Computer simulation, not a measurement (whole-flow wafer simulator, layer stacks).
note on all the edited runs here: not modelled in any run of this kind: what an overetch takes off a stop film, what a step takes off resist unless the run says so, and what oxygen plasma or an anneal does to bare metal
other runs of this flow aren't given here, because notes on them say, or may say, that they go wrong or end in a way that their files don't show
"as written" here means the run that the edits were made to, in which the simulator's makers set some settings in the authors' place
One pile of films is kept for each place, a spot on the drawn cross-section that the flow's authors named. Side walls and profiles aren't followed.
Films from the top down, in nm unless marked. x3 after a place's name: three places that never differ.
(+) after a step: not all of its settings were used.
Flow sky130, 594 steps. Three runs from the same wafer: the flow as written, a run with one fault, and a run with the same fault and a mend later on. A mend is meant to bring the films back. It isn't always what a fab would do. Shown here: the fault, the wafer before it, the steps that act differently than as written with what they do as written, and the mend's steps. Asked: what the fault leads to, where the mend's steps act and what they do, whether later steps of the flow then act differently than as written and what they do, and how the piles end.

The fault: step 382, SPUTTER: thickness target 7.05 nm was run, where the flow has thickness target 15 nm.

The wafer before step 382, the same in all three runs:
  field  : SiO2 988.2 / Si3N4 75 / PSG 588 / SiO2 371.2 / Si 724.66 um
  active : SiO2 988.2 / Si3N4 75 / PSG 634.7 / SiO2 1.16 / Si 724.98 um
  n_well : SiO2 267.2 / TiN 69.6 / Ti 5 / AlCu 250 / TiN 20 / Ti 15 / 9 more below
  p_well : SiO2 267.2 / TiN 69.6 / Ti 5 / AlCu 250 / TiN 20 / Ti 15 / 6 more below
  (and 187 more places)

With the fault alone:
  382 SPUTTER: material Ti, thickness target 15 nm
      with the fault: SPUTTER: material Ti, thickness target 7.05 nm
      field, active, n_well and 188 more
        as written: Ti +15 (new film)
        with the fault: Ti +7.05 (new film)
  Later steps of the flow that act differently than as written (14 more steps differ only slightly, by at most 2% or 0.5 nm, whichever is larger, and aren't shown):
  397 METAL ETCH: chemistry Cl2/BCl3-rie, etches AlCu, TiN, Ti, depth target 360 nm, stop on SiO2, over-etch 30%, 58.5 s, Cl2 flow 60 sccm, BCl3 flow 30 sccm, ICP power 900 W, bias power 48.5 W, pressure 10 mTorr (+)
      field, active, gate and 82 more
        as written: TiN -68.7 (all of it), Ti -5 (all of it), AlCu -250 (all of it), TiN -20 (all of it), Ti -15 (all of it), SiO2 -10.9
        with the fault: TiN -68.7 (all of it), Ti -5 (all of it), AlCu -250 (all of it), TiN -20 (all of it), Ti -7.05 (all of it), SiO2 -11.7
  At the end the piles differ from the flow's by more than 2% or 0.5 nm, whichever is larger, at n_well, p_well, gate_hv and 103 more.
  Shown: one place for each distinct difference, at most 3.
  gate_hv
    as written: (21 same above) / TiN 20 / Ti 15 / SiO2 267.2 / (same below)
    with the fault: (21 same above) / TiN 20 / Ti 7.05 / SiO2 267.2 / (same below)
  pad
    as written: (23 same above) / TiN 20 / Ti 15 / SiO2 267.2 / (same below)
    with the fault: (23 same above) / TiN 20 / Ti 7.05 / SiO2 267.2 / (same below)
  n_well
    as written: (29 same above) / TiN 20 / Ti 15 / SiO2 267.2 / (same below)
    with the fault: (29 same above) / TiN 20 / Ti 7.05 / SiO2 267.2 / (same below)

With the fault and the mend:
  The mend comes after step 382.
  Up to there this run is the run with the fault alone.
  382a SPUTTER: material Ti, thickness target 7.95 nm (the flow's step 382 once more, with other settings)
      field, active, n_well and 188 more
        Ti +7.95
  No later step of the flow acts differently than as written at any place that is followed.
  At the end the piles are the same as the flow's at every place that both follow.
